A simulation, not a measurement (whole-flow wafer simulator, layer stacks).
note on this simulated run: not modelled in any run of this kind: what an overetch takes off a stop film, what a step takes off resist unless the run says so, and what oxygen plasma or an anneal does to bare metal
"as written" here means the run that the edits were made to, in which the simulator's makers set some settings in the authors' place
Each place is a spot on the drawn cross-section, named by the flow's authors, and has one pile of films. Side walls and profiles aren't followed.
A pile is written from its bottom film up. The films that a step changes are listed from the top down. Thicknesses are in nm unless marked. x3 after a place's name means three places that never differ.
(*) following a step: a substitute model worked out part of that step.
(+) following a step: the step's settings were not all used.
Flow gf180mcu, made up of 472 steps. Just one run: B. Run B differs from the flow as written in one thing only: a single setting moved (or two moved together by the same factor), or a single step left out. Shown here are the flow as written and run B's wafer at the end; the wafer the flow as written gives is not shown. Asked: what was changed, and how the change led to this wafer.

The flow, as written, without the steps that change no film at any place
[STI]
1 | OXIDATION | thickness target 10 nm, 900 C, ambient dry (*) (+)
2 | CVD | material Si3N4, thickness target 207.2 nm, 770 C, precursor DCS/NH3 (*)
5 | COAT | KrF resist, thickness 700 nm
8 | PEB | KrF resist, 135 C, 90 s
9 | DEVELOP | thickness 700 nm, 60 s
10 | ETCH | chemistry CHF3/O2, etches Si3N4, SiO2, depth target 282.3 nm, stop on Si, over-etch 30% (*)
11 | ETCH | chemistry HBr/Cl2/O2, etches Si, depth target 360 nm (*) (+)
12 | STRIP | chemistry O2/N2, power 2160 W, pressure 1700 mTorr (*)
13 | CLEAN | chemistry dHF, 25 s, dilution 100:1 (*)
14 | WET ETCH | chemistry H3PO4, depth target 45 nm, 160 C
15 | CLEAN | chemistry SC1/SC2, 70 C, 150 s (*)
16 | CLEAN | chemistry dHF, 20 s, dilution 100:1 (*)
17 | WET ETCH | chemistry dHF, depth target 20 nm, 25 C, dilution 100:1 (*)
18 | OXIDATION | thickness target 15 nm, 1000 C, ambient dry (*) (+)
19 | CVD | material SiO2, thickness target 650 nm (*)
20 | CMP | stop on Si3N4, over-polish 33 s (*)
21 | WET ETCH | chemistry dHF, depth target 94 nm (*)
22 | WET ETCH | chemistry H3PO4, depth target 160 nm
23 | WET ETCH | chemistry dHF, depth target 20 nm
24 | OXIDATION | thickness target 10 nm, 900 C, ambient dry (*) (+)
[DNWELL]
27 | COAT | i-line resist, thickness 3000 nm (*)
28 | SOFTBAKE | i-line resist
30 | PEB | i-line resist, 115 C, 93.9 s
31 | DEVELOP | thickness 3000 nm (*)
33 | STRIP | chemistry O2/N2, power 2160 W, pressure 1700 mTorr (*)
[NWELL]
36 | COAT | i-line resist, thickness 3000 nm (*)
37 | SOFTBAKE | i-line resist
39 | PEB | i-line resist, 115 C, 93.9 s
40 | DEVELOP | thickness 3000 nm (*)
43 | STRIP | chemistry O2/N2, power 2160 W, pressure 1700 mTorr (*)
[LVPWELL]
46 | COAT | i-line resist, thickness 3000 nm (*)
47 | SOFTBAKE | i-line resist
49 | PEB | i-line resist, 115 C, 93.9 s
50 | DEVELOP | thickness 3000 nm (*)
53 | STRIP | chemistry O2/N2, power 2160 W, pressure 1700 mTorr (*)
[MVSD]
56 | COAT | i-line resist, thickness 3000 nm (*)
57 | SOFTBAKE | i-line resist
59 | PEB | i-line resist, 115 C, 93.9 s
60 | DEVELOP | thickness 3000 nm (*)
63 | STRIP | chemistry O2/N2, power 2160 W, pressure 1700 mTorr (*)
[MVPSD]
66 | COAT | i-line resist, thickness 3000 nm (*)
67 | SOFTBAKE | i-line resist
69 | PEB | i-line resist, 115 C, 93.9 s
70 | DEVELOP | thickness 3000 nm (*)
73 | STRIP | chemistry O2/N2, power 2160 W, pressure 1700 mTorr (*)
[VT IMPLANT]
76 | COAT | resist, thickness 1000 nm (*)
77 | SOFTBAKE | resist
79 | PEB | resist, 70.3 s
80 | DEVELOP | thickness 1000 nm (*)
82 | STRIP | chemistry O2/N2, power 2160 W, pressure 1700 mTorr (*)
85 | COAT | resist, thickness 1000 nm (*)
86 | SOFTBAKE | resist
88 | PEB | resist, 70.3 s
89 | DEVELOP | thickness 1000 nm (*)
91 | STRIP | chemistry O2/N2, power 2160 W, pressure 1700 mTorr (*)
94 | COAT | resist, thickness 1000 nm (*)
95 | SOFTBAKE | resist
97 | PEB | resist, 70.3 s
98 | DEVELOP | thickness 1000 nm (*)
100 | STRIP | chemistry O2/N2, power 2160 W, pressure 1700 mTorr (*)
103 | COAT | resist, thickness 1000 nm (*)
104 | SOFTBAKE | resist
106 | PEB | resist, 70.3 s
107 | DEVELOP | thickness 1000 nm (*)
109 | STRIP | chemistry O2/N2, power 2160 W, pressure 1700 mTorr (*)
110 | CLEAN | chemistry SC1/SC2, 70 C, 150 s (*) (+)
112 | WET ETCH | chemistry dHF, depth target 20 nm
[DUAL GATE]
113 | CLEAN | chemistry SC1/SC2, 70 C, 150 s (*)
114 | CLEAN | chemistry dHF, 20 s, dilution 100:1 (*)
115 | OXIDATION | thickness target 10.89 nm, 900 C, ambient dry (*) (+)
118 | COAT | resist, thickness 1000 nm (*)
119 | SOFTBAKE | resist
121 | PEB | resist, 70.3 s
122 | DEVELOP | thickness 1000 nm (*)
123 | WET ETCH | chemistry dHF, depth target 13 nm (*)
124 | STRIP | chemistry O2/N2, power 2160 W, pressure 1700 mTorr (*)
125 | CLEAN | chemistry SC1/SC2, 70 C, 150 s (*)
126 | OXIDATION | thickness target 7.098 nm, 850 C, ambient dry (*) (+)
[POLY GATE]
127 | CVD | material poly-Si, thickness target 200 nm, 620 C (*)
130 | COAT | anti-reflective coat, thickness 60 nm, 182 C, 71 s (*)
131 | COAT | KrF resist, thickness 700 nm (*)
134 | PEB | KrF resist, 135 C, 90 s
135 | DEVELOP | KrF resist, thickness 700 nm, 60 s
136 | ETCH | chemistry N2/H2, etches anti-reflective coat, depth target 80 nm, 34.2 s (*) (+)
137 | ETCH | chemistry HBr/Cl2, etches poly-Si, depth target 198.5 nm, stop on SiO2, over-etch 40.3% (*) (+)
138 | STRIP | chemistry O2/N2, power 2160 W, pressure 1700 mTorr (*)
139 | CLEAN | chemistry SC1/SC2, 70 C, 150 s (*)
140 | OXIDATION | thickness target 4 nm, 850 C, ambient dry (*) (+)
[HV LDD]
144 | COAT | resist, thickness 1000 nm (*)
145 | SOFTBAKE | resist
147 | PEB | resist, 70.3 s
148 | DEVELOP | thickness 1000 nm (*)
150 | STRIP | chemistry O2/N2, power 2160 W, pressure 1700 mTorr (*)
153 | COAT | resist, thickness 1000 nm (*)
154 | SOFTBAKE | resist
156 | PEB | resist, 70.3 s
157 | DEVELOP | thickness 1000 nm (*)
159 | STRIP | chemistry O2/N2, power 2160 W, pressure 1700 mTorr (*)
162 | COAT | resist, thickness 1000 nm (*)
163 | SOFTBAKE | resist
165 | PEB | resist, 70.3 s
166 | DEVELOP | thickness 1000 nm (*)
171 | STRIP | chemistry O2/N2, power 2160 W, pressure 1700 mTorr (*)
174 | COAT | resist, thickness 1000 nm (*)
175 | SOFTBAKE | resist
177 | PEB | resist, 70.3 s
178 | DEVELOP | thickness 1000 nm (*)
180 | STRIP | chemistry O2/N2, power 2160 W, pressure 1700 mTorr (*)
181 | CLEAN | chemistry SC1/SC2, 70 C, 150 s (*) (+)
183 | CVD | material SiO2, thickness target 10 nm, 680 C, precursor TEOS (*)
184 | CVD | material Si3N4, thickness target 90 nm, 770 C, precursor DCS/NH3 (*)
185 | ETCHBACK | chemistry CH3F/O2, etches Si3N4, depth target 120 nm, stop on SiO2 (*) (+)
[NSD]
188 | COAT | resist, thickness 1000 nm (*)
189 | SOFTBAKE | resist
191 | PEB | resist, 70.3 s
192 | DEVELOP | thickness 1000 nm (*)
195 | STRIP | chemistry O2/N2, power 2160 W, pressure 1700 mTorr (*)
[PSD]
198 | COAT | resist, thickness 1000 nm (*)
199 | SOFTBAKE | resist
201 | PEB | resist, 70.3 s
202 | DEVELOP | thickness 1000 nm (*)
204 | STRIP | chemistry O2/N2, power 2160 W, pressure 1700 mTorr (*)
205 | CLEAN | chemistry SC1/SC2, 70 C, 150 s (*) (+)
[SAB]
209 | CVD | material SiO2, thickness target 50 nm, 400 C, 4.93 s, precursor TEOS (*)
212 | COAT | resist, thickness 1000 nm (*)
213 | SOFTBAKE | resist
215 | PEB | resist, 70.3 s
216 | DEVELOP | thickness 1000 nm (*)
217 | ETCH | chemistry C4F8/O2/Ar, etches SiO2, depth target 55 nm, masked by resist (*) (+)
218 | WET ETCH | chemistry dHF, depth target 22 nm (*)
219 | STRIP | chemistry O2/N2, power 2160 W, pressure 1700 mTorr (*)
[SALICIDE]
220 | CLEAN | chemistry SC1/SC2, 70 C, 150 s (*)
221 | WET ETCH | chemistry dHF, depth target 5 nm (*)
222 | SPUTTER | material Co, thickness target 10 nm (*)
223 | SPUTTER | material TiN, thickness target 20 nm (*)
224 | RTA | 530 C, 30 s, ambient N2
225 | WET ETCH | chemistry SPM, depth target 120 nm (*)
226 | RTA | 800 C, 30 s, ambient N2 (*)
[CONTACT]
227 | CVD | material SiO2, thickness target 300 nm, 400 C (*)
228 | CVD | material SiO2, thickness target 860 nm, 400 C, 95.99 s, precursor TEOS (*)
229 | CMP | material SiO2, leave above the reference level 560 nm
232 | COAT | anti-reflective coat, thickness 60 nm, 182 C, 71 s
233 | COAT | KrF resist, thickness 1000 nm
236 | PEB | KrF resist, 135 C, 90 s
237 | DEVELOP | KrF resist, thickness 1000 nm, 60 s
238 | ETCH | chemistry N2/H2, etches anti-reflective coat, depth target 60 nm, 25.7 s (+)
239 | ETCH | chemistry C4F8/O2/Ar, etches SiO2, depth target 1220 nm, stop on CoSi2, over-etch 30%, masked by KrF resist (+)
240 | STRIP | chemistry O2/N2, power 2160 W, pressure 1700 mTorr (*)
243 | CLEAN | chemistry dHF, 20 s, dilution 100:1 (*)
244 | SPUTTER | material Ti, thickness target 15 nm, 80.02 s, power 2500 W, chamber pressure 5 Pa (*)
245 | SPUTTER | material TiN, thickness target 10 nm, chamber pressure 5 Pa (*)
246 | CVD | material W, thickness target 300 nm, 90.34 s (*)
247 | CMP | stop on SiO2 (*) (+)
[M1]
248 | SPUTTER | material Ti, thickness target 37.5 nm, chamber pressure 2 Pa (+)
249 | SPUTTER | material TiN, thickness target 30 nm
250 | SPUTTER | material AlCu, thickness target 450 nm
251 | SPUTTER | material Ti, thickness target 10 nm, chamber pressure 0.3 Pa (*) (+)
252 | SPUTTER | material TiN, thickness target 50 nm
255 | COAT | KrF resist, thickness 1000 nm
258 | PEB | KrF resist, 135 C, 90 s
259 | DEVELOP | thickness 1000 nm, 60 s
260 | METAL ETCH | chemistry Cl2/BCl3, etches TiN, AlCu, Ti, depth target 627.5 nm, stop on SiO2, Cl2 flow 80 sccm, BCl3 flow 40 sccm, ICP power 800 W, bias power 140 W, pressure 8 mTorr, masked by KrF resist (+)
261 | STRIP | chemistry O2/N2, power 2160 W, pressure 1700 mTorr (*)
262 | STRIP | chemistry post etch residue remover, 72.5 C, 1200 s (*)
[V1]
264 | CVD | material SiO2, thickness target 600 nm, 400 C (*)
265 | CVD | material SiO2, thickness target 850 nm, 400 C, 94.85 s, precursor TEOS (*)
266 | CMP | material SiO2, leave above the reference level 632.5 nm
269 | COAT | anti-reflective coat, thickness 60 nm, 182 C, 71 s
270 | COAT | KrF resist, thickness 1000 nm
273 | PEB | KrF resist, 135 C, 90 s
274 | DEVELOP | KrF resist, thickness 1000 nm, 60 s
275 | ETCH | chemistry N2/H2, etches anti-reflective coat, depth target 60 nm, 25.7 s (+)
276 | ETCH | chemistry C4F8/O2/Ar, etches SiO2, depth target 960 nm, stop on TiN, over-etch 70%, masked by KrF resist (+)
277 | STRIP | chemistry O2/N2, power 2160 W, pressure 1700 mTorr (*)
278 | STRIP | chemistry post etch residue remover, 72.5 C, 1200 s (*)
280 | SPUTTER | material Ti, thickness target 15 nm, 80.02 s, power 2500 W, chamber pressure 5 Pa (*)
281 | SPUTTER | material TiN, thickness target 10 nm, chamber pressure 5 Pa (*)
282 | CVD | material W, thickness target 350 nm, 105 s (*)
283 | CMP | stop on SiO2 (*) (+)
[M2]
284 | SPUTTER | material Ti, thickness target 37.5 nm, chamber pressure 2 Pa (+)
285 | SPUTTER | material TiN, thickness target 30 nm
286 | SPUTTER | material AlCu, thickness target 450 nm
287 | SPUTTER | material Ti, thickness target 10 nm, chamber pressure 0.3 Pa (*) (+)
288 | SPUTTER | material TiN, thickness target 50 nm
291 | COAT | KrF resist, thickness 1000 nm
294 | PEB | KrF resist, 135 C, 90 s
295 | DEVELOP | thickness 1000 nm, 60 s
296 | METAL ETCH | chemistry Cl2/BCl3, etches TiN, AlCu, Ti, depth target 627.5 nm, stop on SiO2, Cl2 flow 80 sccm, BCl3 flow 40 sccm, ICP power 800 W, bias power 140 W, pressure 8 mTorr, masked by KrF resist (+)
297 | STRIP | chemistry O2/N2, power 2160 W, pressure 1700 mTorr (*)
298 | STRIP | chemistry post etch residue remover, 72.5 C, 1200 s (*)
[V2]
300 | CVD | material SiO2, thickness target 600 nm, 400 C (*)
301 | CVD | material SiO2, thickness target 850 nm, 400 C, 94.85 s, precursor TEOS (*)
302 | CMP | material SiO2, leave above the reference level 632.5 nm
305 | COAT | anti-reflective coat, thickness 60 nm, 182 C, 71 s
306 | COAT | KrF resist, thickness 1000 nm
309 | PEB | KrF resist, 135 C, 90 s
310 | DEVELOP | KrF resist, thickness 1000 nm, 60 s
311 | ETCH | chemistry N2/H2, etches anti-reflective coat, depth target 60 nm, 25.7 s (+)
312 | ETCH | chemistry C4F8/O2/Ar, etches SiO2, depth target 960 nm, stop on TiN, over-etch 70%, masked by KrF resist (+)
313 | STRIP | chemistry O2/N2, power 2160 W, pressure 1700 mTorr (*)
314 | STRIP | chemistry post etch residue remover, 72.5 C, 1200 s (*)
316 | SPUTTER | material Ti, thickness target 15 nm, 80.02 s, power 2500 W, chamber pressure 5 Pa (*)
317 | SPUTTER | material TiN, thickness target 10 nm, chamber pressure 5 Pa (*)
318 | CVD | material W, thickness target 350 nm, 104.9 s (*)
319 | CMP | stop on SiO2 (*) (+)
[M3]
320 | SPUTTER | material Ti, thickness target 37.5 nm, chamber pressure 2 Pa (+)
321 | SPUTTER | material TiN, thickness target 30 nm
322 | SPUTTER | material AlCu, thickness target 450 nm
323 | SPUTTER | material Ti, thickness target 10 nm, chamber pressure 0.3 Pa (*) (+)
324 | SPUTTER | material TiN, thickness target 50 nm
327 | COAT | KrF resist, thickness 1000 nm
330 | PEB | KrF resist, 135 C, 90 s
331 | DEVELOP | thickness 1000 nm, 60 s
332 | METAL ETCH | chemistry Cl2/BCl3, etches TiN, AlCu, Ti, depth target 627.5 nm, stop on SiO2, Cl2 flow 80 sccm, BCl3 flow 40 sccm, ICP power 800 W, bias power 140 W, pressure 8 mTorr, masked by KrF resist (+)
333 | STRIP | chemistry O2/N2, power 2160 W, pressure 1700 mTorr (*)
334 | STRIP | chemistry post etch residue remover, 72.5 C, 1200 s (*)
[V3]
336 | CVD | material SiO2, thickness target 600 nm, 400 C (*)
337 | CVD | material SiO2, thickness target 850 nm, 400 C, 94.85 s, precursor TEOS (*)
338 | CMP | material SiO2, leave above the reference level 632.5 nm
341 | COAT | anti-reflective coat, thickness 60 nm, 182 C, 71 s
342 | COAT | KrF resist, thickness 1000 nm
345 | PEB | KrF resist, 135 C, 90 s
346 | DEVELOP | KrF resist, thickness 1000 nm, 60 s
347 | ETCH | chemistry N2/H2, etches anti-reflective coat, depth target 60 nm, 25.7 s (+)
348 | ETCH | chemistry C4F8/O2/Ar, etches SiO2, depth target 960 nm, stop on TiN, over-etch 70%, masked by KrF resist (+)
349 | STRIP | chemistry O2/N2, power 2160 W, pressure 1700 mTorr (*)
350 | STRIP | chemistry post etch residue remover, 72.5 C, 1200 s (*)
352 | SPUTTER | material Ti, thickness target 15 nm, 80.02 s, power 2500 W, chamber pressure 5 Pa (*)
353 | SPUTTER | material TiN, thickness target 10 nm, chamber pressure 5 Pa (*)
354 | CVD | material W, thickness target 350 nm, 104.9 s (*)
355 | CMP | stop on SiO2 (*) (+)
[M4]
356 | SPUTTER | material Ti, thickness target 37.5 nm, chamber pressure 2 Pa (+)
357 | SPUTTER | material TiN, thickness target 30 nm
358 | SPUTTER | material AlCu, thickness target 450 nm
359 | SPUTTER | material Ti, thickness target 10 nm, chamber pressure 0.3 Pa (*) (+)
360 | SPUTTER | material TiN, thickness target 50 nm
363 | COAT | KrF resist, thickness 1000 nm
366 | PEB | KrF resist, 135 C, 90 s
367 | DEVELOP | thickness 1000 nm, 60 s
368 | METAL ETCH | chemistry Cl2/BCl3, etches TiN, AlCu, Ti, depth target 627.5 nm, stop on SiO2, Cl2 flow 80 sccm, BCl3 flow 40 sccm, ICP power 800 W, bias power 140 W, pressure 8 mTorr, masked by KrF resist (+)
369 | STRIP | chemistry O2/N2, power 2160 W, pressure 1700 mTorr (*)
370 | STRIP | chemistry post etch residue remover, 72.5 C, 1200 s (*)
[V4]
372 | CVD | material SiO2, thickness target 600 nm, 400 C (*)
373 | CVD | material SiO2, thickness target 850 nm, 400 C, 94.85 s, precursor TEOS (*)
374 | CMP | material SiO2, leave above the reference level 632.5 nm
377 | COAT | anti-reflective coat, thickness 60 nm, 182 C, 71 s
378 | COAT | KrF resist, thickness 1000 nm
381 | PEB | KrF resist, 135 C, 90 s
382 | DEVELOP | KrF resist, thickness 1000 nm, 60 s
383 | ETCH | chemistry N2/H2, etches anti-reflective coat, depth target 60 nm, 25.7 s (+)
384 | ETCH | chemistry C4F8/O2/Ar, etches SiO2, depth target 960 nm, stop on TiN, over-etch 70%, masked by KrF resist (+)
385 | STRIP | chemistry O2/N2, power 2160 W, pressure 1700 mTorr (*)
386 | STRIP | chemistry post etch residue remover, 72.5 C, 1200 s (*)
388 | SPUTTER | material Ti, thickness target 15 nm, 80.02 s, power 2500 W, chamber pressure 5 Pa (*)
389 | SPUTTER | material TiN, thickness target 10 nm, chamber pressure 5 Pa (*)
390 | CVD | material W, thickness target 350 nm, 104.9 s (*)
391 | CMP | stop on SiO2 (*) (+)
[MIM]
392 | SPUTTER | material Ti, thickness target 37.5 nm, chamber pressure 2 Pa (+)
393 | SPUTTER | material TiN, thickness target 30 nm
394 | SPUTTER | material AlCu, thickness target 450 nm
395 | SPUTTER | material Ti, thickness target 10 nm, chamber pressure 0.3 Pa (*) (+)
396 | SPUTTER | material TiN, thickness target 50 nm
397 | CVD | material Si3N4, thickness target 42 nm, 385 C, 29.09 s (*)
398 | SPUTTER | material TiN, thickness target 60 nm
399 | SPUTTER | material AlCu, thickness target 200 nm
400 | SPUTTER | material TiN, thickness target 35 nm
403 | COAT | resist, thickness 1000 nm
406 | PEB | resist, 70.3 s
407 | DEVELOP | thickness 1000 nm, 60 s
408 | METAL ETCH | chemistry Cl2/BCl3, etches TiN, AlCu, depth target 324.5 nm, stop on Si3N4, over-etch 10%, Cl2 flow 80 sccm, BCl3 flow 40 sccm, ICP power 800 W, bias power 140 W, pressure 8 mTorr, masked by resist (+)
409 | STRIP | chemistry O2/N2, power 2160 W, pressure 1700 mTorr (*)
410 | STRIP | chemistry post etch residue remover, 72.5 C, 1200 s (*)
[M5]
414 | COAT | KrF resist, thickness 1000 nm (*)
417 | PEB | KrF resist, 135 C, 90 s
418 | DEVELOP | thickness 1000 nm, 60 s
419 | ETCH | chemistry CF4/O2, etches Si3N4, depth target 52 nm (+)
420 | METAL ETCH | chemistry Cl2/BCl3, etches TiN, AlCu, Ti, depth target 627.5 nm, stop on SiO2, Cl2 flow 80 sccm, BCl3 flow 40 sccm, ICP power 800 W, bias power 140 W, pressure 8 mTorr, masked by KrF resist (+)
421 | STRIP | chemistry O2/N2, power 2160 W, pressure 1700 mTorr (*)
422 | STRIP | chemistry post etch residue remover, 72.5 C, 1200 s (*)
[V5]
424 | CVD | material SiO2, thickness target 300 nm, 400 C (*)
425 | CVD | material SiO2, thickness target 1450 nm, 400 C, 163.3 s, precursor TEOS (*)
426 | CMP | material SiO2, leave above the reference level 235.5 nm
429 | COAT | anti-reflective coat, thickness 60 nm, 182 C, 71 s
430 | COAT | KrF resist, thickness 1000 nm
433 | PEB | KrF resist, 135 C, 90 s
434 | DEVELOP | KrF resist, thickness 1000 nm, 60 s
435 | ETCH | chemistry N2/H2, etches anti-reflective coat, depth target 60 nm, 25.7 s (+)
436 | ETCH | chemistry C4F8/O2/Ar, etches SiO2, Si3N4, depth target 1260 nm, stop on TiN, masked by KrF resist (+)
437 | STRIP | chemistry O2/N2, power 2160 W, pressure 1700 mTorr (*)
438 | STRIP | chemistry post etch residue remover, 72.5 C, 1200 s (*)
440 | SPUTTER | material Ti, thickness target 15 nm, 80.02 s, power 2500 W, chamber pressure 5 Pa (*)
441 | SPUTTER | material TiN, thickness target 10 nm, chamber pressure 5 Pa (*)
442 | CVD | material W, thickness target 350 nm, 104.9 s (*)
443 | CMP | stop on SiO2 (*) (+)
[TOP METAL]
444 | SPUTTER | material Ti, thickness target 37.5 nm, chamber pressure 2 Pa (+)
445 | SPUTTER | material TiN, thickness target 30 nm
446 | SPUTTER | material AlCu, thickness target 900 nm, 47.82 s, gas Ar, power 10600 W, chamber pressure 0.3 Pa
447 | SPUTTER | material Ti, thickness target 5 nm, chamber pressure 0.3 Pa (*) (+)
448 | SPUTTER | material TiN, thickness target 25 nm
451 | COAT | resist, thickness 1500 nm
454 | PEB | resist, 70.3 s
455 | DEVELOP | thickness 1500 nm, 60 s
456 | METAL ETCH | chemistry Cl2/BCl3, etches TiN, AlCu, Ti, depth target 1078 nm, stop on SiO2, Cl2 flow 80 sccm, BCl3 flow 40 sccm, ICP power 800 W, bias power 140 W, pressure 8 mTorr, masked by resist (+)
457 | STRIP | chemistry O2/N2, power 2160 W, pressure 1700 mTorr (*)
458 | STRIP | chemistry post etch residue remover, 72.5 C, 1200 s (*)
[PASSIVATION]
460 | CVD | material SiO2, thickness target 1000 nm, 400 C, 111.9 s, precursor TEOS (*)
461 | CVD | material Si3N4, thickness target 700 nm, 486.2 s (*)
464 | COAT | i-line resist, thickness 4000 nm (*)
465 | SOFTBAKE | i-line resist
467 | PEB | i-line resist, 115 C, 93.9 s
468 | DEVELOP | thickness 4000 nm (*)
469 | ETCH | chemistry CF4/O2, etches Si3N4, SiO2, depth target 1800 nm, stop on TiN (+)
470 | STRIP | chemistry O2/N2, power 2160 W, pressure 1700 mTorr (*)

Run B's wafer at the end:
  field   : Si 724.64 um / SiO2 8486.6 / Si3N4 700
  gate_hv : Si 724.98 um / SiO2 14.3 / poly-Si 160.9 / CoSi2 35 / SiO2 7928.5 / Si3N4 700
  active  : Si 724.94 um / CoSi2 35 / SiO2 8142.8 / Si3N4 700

What caused this: step 374, CMP: leave above the reference level 891.8 nm was run, though the flow has leave above the reference level 632.5 nm.

Step by step, how the change led to this:
  374 | CMP | material SiO2, leave above the reference level 632.5 nm
      field, field__w1, field__w2 and 103 more: SiO2 loses 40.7 (it would be, as written: SiO2 loses 300)
      field__w8, contact, m1, m1__w1, m1_nw: SiO2 loses 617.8 (it would be, as written: SiO2 loses 877.1)
  384 | ETCH | chemistry C4F8/O2/Ar, etches SiO2, depth target 960 nm, stop on TiN, over-etch 70%, masked by KrF resist (+)
      contact: SiO2 loses 831.8 (all of it) (it would be, as written: SiO2 loses 572.5 (all of it))
  388 | SPUTTER | material Ti, thickness target 15 nm, 80.02 s, power 2500 W, chamber pressure 5 Pa (*)
      contact: Ti gains 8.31 (new film) (it would be, as written: Ti gains 9.65 (new film))
  389 | SPUTTER | material TiN, thickness target 10 nm, chamber pressure 5 Pa (*)
      contact: TiN gains 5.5 (new film) (it would be, as written: TiN gains 6.4 (new film))
  390 | CVD | material W, thickness target 350 nm, 104.9 s (*)
      contact: W gains 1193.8 (new film) (it would be, as written: W gains 932.3 (new film))
